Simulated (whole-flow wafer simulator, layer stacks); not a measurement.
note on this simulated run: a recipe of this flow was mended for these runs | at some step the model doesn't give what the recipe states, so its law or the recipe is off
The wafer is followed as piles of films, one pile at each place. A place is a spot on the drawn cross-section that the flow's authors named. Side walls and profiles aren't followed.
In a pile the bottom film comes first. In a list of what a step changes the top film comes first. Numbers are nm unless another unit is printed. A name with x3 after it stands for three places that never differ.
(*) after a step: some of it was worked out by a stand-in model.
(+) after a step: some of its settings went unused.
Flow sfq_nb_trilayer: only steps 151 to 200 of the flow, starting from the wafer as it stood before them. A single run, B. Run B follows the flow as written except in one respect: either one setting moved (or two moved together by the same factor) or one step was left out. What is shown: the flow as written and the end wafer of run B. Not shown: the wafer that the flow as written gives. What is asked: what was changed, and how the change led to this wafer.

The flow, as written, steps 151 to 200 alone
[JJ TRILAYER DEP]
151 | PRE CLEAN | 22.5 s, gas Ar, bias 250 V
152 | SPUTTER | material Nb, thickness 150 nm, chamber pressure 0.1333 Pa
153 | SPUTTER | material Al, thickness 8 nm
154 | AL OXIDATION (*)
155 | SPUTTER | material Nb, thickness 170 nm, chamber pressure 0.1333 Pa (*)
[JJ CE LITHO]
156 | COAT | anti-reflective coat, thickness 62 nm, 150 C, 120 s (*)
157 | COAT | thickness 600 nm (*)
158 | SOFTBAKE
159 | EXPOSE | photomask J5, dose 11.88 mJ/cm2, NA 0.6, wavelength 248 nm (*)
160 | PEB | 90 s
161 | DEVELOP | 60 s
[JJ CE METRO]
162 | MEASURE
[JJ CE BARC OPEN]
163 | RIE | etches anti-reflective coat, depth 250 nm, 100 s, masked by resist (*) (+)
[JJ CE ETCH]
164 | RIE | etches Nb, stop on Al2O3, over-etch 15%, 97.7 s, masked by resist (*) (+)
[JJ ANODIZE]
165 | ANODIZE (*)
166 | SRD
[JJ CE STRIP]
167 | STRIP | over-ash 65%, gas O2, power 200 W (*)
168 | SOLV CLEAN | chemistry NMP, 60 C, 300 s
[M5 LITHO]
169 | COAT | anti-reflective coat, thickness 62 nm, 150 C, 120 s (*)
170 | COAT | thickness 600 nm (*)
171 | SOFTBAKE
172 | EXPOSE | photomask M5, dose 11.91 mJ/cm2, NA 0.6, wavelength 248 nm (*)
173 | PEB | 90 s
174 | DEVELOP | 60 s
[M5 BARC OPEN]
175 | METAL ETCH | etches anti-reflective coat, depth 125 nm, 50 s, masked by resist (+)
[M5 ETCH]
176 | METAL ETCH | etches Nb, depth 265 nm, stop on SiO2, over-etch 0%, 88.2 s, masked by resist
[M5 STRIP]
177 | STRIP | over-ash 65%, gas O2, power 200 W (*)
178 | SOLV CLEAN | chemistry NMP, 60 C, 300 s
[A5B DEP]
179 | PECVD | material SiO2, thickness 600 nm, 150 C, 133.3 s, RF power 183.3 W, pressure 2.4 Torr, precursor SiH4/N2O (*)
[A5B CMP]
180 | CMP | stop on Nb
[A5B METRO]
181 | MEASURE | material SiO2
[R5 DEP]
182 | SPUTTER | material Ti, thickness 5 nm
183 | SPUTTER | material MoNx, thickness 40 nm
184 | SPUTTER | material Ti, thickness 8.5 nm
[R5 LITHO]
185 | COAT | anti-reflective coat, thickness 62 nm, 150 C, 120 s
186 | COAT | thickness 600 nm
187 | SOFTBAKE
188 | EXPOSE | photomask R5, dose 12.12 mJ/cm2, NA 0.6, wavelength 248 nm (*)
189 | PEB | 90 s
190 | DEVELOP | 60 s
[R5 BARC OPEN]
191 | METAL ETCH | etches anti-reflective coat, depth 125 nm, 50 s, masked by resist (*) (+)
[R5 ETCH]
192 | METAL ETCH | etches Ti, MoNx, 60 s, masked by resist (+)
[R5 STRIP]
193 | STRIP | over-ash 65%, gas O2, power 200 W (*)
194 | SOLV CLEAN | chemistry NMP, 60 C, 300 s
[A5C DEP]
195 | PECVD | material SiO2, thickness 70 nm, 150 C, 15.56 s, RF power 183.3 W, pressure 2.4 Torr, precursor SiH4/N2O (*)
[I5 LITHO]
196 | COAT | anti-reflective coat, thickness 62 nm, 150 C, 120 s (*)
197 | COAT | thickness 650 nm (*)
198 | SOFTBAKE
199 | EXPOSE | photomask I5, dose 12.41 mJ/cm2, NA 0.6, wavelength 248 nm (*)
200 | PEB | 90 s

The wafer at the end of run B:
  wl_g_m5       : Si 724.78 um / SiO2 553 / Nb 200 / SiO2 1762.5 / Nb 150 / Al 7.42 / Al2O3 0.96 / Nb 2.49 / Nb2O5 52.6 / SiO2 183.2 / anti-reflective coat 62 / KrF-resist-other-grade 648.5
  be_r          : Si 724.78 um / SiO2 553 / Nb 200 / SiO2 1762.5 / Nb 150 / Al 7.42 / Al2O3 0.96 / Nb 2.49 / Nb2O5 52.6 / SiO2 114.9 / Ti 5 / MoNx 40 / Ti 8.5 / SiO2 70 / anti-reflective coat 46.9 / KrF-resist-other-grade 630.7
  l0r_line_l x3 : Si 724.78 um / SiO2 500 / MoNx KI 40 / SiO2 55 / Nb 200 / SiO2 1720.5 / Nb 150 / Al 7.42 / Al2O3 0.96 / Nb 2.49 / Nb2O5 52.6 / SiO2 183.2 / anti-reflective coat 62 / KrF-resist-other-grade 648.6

What caused this: step 164, RIE: 74.25 s was run, whereas the flow has 97.7 s.

How this came from the change, step by step:
  164 | RIE | etches Nb, stop on Al2O3, over-etch 15%, 97.7 s, masked by resist (*) (+)
      field_l, v_sur, via_sp and 96 more: Nb loses 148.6 (in the flow as written it would be: Nb loses 170 (all of it), Al2O3 loses 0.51)
      via_wl, via_wr: Nb loses 139.9 (all of it), Al2O3 loses 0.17 (in the flow as written it would be: Nb loses 139.9 (all of it), Al2O3 loses 0.96 (all of it))
      (also at 5 further places)
  165 | ANODIZE (*)
      field_l, v_sur, via_sp and 96 more: Nb2O5 gains 52.6 (new film), Nb loses 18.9 (in the flow as written it would be: Al2O3 gains 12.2, Nb2O5 gains 29.9 (new film), Al loses 7.42 (all of it), Nb loses 10.8)
      via_wl, via_wr: Al2O3 gains 7.51, Nb2O5 gains 37.8 (new film), Al loses 4.55 (all of it), Nb loses 13.6 (in the flow as written it would be: Al2O3 gains 7.51 (new film), Nb2O5 gains 39.2 (new film), Al loses 4.55 (all of it), Nb loses 14.1)
      (also at 1 further place)
  167 | STRIP | over-ash 65%, gas O2, power 200 W (*)
      ce_l: KrF-resist-other-grade loses 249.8 (all of it), anti-reflective coat loses 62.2 (all of it) (in the flow as written it would be: KrF-resist-other-grade loses 226.3 (all of it), anti-reflective coat loses 62.2 (all of it))
      c5j: KrF-resist-other-grade loses 249.9 (all of it), anti-reflective coat loses 62.2 (all of it) (in the flow as written it would be: KrF-resist-other-grade loses 226.5 (all of it), anti-reflective coat loses 62.2 (all of it))
      (also at 2 further places)
  169 | COAT | anti-reflective coat, thickness 62 nm, 150 C, 120 s (*)
      via_wl, via_wr: anti-reflective coat gains 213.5 (new film) (in the flow as written it would be: anti-reflective coat gains 184 (new film))
      wl_j_sl, wl_j_sr: anti-reflective coat gains 100.8 (new film) (in the flow as written it would be: anti-reflective coat gains 110.7 (new film))
      (also at 14 further places)
  170 | COAT | thickness 600 nm (*)
      via_w: KrF-resist-other-grade gains 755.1 (new film) (in the flow as written it would be: KrF-resist-other-grade gains 736.5 (new film))
      ce_l: KrF-resist-other-grade gains 553.3 (new film) (in the flow as written it would be: KrF-resist-other-grade gains 533.7 (new film))
      (also at 3 further places)
  175 | METAL ETCH | etches anti-reflective coat, depth 125 nm, 50 s, masked by resist (+)
      r_sur: anti-reflective coat loses 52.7 (all of it) (in the flow as written it would be: anti-reflective coat loses 49.6 (all of it), Al2O3 loses 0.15)
      wl_a_sl: anti-reflective coat loses 61.6 (all of it) (in the flow as written it would be: anti-reflective coat loses 54.5 (all of it), Al2O3 loses 0.14)
      (also at 1 further place)
  176 | METAL ETCH | etches Nb, depth 265 nm, stop on SiO2, over-etch 0%, 88.2 s, masked by resist
      field_l, res, r_end and 47 more: Nb2O5 loses 52.6 (all of it), Nb loses 2.49 (all of it), Al2O3 loses 0.96 (all of it), Al loses 7.42 (all of it), Nb loses 150 (all of it) (in the flow as written it would be: Al2O3 loses 12.6 (all of it), Nb2O5 loses 29.9 (all of it), Nb loses 139.2 (all of it), SiO2 loses 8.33)
      r_sur, wl_a_sl, wl_a_m6: Nb2O5 loses 52.6 (all of it), Nb loses 2.49 (all of it), Al2O3 loses 0.96 (all of it), Al loses 7.42 (all of it), Nb loses 150 (all of it) (in the flow as written it would be: Al2O3 loses 12.5 (all of it), Nb2O5 loses 29.9 (all of it), Nb loses 139.2 (all of it), SiO2 loses 8.33)
  177 | STRIP | over-ash 65%, gas O2, power 200 W (*)
      v_sur: KrF-resist-other-grade loses 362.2 (all of it), anti-reflective coat loses 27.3 (all of it) (in the flow as written it would be: KrF-resist-other-grade loses 366.5 (all of it), anti-reflective coat loses 26.6 (all of it))
      via_wl: KrF-resist-other-grade loses 414.8 (all of it), anti-reflective coat loses 213.5 (all of it) (in the flow as written it would be: KrF-resist-other-grade loses 418.2 (all of it), anti-reflective coat loses 184 (all of it))
      (also at 13 further places)
  180 | CMP | stop on Nb
      v_sur, via_sp, via_v and 43 more: SiO2 loses 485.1 (in the flow as written it would be: SiO2 loses 453.5)
      field_l, p4_fl x5, p4_w1 x9 and 27 more: SiO2 loses 271.6 (in the flow as written it would be: SiO2 loses 263.3)
      (also at 6 further places)
Taking metal films that touch as one body, wl_g_m5 has 3 bodies (between them, from the top down: Al2O3 0.96; SiO2 1762.5); the flow as written gives 2 bodies (between them, from the top down: SiO2 1762.5).
Taking metal films that touch as one body, be_r has 4 bodies (between them, from the top down: SiO2 114.9 / Nb2O5 52.6; Al2O3 0.96; SiO2 1762.5); the flow as written gives 3 bodies (between them, from the top down: SiO2 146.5 / Al2O3 12.7 / Nb2O5 29.9; SiO2 1762.5).
Taking metal films that touch as one body, l0r_line_l x3 has 4 bodies (between them, from the top down: Al2O3 0.96; SiO2 1720.5; SiO2 55); the flow as written gives 3 bodies (between them, from the top down: SiO2 1720.5; SiO2 55).
